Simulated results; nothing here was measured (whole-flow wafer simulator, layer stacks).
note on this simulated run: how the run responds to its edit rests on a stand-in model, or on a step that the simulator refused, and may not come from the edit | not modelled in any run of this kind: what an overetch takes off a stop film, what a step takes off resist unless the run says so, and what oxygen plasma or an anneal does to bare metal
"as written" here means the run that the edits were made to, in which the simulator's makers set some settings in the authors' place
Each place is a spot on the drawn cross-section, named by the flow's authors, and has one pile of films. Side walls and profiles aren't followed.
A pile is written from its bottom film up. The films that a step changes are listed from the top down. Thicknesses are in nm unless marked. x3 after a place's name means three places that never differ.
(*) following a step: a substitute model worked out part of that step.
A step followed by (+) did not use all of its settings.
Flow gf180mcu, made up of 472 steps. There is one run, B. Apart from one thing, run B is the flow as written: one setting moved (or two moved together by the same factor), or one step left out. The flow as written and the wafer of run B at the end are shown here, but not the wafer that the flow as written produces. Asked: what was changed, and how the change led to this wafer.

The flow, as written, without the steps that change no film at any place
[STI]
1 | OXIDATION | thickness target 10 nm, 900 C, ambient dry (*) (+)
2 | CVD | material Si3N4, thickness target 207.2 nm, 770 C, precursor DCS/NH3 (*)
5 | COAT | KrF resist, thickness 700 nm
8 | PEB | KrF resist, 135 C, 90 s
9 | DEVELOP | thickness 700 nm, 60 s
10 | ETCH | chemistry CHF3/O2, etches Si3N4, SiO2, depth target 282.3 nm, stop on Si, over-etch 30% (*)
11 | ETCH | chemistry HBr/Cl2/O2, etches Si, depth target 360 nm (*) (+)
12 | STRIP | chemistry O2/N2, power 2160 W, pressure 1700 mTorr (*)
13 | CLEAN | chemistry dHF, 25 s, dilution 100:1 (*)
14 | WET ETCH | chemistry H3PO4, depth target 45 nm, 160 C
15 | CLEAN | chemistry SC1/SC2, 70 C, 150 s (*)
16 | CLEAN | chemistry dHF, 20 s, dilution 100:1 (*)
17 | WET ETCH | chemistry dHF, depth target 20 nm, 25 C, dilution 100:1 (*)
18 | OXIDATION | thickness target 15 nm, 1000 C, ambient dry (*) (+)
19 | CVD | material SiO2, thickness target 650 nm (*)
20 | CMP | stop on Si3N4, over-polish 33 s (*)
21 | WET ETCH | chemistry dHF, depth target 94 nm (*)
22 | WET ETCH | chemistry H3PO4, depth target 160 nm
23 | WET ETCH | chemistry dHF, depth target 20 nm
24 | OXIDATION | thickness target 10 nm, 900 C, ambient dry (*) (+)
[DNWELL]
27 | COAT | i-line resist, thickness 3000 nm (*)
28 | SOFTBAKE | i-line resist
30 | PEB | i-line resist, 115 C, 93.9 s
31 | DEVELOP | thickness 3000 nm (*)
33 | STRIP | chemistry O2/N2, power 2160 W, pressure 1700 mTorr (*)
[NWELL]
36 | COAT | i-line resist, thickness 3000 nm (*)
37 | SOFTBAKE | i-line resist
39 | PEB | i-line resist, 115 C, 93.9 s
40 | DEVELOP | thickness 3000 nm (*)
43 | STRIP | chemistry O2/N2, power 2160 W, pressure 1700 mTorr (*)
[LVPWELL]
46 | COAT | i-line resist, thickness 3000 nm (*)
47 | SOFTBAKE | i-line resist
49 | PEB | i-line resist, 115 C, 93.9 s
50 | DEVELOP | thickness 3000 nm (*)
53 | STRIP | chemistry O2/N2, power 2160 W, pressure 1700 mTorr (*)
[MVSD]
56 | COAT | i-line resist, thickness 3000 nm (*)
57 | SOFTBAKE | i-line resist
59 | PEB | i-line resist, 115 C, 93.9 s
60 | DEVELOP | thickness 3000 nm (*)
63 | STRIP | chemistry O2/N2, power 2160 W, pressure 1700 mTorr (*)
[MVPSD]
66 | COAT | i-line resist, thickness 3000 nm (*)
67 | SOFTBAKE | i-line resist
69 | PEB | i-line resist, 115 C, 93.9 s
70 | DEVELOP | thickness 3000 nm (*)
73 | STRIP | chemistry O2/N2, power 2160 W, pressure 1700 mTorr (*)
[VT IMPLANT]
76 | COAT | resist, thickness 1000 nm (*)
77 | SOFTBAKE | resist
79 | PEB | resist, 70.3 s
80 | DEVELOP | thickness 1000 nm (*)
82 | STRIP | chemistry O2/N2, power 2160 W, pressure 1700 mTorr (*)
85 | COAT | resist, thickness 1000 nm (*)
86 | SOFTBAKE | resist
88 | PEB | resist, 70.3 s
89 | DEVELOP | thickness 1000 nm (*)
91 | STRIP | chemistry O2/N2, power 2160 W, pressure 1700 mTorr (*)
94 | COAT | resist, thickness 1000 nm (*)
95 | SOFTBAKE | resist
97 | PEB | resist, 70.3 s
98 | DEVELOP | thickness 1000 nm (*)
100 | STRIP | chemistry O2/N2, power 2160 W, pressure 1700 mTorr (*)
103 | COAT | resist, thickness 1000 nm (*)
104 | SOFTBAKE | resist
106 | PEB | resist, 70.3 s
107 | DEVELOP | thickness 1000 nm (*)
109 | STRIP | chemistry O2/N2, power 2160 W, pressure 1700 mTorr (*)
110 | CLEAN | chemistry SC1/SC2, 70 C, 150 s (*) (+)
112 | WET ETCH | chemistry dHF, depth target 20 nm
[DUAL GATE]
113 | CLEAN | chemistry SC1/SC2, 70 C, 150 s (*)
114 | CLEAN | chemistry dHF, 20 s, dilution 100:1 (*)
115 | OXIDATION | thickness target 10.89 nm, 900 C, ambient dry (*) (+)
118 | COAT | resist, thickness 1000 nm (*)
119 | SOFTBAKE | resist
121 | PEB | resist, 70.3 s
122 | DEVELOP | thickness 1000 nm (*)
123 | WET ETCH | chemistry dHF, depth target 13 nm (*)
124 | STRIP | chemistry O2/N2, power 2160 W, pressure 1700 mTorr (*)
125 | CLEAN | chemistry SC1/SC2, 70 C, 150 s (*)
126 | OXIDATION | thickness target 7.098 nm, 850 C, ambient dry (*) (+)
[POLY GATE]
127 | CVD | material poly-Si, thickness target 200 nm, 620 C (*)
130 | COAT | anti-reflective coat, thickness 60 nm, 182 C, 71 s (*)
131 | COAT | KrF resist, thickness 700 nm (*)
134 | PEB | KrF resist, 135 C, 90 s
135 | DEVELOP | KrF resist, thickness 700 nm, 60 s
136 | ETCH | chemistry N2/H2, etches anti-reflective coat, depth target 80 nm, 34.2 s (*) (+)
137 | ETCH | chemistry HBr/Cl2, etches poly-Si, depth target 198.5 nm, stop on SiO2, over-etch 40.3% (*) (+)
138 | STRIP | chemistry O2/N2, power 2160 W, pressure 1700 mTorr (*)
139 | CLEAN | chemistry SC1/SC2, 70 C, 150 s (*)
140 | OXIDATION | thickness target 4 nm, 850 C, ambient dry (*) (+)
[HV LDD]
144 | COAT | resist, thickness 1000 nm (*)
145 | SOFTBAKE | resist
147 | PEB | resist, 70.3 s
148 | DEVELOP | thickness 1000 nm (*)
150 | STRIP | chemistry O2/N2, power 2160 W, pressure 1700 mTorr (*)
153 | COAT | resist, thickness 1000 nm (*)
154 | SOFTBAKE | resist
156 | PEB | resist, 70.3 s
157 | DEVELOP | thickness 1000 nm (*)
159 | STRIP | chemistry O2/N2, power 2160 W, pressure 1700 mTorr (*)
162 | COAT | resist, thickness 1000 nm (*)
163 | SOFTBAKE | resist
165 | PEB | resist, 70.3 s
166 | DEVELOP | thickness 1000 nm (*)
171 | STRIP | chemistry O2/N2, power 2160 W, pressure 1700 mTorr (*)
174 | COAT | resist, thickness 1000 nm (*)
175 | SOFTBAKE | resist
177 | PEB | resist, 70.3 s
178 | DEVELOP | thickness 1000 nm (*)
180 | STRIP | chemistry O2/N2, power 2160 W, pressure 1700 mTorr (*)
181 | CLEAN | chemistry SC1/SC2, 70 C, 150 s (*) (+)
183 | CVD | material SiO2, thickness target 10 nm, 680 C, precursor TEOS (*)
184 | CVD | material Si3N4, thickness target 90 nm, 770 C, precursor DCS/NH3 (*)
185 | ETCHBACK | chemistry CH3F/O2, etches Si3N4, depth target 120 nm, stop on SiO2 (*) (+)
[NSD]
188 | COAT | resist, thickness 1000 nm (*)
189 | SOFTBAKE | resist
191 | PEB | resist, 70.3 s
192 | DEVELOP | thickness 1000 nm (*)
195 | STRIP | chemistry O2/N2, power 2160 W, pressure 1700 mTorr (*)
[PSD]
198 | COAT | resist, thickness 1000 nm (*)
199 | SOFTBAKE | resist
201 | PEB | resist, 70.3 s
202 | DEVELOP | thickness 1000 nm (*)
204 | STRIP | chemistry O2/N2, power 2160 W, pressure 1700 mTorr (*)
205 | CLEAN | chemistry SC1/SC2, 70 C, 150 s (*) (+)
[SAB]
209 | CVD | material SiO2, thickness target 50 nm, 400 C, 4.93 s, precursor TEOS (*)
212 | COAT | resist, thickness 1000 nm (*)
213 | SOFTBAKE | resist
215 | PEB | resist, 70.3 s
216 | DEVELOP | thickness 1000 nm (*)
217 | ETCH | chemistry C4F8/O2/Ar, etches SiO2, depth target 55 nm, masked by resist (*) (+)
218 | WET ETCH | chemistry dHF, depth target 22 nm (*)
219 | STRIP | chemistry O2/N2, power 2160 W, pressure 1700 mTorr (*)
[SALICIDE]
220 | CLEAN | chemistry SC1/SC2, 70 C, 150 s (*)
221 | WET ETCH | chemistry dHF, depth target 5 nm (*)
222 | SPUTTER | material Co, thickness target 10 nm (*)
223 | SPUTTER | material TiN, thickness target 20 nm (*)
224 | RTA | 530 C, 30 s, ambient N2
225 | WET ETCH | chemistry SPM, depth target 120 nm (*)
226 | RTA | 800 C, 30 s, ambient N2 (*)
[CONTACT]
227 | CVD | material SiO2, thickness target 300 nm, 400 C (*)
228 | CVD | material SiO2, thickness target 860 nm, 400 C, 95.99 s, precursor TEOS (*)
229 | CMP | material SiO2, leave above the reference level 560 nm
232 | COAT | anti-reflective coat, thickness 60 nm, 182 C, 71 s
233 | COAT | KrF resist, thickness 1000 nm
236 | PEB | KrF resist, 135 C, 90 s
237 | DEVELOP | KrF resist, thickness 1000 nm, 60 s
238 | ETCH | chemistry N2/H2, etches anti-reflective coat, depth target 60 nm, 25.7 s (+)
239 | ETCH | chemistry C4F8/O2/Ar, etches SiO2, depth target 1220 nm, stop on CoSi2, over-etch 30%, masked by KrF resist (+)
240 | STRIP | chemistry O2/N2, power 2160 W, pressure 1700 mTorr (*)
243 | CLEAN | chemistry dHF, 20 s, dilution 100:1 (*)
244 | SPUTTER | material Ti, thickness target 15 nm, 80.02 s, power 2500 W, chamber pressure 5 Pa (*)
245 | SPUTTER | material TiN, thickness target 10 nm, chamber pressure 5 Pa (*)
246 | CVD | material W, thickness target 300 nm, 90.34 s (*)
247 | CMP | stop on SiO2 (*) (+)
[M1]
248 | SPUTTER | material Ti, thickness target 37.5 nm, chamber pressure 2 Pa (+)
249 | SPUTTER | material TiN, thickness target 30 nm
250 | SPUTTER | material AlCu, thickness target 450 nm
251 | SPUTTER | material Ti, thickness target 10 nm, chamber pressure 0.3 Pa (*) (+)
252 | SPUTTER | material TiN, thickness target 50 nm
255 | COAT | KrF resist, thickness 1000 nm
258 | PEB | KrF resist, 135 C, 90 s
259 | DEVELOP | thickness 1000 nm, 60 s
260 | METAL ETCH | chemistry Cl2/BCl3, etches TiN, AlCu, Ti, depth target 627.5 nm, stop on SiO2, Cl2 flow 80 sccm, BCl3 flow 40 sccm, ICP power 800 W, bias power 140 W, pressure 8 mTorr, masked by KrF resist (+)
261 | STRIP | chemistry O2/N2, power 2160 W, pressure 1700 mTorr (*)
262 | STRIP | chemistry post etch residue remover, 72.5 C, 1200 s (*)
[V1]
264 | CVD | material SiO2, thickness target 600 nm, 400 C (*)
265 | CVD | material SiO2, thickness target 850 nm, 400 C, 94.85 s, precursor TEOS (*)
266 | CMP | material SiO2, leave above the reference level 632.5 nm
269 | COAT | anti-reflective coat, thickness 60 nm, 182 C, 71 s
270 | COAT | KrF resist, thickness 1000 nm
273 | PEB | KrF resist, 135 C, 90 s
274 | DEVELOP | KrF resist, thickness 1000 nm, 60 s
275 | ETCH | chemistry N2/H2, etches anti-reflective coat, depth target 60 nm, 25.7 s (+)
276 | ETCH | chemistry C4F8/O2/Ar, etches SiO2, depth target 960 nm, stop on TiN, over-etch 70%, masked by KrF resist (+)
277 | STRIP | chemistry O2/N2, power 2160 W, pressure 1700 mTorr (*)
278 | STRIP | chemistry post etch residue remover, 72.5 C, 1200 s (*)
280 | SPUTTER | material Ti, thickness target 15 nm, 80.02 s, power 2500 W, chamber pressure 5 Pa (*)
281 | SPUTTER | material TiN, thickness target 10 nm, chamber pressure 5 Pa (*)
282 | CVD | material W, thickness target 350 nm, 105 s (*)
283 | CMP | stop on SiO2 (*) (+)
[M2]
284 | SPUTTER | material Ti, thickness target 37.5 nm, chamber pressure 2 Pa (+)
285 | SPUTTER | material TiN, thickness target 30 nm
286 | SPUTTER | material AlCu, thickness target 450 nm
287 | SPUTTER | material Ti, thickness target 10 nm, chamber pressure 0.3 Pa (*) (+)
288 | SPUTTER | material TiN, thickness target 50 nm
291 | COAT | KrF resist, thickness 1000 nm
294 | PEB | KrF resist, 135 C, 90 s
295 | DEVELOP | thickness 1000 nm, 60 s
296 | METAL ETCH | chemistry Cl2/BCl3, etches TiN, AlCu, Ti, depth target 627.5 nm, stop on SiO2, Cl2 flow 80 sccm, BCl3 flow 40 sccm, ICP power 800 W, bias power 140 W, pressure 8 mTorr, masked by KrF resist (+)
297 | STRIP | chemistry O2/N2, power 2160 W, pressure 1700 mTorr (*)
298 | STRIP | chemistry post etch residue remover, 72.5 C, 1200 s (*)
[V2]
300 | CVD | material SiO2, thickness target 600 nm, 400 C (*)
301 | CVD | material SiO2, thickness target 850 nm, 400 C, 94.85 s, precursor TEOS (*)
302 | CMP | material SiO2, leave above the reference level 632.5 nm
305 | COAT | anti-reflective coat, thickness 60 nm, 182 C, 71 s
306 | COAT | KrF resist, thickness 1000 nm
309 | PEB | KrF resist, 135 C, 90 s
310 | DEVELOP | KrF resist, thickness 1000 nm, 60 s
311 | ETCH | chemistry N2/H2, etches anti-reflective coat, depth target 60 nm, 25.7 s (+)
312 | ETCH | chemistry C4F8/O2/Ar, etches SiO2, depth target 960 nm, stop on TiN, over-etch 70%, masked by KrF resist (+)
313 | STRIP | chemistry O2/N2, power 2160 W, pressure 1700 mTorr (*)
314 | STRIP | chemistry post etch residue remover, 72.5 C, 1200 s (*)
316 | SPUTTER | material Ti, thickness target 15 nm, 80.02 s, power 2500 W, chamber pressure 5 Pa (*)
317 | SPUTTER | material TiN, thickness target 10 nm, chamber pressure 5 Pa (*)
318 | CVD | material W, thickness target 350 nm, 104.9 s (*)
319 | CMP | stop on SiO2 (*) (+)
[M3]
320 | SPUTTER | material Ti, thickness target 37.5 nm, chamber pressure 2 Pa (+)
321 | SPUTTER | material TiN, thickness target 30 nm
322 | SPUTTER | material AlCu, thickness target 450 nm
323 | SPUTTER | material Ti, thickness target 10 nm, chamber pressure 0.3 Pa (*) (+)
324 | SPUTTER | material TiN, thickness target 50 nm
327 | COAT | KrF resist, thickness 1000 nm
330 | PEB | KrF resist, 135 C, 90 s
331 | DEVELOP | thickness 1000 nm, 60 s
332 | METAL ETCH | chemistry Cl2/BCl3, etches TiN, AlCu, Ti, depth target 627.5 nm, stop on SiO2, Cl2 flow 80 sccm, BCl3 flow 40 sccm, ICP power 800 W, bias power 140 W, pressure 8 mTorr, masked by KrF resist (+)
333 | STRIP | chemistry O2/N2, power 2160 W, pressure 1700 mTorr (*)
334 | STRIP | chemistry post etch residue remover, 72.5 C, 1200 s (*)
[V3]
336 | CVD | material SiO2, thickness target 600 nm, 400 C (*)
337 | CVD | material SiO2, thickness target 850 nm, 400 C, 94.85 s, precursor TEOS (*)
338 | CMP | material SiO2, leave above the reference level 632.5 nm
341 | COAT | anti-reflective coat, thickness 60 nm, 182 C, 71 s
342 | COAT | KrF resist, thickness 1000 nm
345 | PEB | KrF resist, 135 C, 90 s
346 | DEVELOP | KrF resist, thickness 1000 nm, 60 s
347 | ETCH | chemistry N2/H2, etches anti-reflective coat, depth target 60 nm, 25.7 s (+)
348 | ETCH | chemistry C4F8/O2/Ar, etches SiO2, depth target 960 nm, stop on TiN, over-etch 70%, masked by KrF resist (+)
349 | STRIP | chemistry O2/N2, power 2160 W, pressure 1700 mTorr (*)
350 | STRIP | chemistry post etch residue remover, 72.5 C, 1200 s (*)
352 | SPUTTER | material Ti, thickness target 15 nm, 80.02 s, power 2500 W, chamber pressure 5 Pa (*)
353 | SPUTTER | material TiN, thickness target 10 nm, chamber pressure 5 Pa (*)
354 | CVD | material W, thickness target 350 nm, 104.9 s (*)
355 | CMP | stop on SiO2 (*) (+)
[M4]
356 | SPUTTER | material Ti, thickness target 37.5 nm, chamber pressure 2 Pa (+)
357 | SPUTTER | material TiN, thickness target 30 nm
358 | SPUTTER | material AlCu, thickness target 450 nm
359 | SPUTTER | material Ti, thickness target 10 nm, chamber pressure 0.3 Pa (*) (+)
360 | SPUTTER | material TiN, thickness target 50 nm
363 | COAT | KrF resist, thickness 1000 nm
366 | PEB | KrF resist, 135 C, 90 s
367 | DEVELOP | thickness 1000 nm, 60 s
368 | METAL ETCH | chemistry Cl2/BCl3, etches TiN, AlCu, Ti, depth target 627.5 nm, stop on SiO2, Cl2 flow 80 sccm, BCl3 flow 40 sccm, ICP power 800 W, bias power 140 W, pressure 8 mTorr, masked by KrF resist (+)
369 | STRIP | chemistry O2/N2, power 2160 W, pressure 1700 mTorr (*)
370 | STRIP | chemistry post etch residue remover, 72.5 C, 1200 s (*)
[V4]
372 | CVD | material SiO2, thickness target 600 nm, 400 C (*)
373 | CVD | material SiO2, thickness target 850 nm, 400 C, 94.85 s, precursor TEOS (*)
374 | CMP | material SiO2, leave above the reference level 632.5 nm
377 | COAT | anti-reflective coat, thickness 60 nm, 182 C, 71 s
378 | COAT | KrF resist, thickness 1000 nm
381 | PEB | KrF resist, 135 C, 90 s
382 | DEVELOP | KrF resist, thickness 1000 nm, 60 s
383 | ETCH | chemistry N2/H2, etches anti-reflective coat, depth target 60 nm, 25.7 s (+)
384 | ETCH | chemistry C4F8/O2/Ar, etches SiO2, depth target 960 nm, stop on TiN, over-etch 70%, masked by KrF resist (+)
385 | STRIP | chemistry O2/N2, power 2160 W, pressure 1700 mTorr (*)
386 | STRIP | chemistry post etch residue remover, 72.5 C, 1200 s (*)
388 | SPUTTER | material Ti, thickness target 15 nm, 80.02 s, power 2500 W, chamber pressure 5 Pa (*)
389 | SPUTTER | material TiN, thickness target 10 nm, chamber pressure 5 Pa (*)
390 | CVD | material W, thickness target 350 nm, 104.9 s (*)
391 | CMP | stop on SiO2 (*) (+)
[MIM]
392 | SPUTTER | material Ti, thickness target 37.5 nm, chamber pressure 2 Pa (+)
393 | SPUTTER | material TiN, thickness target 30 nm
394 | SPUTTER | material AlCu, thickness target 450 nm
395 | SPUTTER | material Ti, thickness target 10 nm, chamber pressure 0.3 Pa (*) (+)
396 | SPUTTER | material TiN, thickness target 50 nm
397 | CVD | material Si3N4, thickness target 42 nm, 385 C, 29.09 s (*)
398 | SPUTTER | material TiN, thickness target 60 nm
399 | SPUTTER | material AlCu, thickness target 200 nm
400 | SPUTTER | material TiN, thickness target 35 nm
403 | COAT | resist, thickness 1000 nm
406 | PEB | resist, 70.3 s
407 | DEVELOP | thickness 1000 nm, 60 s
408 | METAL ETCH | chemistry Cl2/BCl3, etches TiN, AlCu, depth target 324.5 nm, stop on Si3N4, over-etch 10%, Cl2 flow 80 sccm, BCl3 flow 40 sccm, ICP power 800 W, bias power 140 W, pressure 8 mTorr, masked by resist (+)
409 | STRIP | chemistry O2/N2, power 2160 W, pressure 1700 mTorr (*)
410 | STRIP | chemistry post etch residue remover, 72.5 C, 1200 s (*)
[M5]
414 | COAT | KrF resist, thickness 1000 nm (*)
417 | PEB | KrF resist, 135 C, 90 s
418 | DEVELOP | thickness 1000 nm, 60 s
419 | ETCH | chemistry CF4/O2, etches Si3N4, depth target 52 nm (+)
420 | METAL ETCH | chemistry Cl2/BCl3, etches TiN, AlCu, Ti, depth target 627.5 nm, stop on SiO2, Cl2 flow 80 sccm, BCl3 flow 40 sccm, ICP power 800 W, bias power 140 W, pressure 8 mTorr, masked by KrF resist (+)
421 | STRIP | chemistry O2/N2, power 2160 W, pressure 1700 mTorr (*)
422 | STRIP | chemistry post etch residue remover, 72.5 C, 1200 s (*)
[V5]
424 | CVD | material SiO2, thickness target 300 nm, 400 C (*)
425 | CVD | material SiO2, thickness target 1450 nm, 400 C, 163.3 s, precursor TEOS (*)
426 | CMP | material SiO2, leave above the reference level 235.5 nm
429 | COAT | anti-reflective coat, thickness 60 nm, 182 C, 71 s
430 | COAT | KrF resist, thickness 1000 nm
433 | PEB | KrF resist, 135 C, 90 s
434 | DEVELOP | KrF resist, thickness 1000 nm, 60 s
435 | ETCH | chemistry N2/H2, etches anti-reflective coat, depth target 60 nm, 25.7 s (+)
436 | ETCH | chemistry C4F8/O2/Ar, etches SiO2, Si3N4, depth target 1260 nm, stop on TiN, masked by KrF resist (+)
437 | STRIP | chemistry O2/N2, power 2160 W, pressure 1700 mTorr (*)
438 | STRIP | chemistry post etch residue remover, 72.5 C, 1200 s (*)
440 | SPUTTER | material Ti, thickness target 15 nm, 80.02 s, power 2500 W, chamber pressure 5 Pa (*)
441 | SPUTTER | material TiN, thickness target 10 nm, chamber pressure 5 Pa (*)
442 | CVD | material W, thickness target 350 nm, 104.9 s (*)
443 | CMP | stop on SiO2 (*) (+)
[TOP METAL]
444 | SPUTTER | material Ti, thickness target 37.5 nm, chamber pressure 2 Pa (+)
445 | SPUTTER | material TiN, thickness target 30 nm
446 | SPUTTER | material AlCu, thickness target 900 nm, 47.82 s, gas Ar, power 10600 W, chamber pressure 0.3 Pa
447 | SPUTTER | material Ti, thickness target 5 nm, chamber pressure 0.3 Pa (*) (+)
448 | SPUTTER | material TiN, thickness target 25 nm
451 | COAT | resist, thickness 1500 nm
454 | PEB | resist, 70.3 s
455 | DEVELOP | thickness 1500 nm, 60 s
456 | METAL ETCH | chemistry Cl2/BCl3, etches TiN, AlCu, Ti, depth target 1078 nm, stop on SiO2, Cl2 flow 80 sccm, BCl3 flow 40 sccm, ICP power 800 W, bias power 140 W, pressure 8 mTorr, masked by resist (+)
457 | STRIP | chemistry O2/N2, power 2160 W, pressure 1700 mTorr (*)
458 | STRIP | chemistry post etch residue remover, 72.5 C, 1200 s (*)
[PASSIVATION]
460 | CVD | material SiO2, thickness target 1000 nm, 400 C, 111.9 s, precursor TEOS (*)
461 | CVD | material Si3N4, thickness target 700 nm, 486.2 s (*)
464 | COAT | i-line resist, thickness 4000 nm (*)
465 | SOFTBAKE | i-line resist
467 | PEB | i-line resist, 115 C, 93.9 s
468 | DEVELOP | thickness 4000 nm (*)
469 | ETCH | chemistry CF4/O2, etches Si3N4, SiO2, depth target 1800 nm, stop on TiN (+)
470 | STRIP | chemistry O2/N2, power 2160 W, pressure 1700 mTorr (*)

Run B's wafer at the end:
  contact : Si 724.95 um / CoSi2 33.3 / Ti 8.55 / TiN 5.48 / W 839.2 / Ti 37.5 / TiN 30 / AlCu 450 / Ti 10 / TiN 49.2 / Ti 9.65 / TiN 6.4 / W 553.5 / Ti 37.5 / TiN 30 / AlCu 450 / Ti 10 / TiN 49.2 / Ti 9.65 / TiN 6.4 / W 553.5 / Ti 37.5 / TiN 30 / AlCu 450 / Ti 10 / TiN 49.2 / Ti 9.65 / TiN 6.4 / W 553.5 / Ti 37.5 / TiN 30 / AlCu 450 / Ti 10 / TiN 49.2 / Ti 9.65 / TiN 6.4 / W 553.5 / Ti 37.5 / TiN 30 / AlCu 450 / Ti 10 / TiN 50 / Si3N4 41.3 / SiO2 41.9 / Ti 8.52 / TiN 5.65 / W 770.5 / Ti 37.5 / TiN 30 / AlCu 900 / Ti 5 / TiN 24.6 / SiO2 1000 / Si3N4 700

The reason: step 436, ETCH: depth target 788 nm was run, whereas the flow has depth target 1260 nm.

The path from the change to this, step by step:
  436 | ETCH | chemistry C4F8/O2/Ar, etches SiO2, Si3N4, depth target 1260 nm, stop on TiN, masked by KrF resist (+)
      contact: SiO2 loses 788 (it would be, as written: SiO2 loses 829.9 (all of it), Si3N4 loses 41.3 (all of it))
      field, field__w1, field__w2 and 108 more: KrF resist loses 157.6 (it would be, as written: KrF resist loses 252)
  437 | STRIP | chemistry O2/N2, power 2160 W, pressure 1700 mTorr (*)
      field, field__w1, field__w2 and 108 more: KrF resist loses 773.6 (all of it), anti-reflective coat loses 60 (all of it) (it would be, as written: KrF resist loses 679.2 (all of it), anti-reflective coat loses 60 (all of it))
  442 | CVD | material W, thickness target 350 nm, 104.9 s (*)
      contact: W gains 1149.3 (new film) (it would be, as written: W gains 1233.6 (new film))
Taking metal films that touch as one body, contact has 2 bodies (between them, from the top down: SiO2 41.9 / Si3N4 41.3); the flow as written gives 1 body.
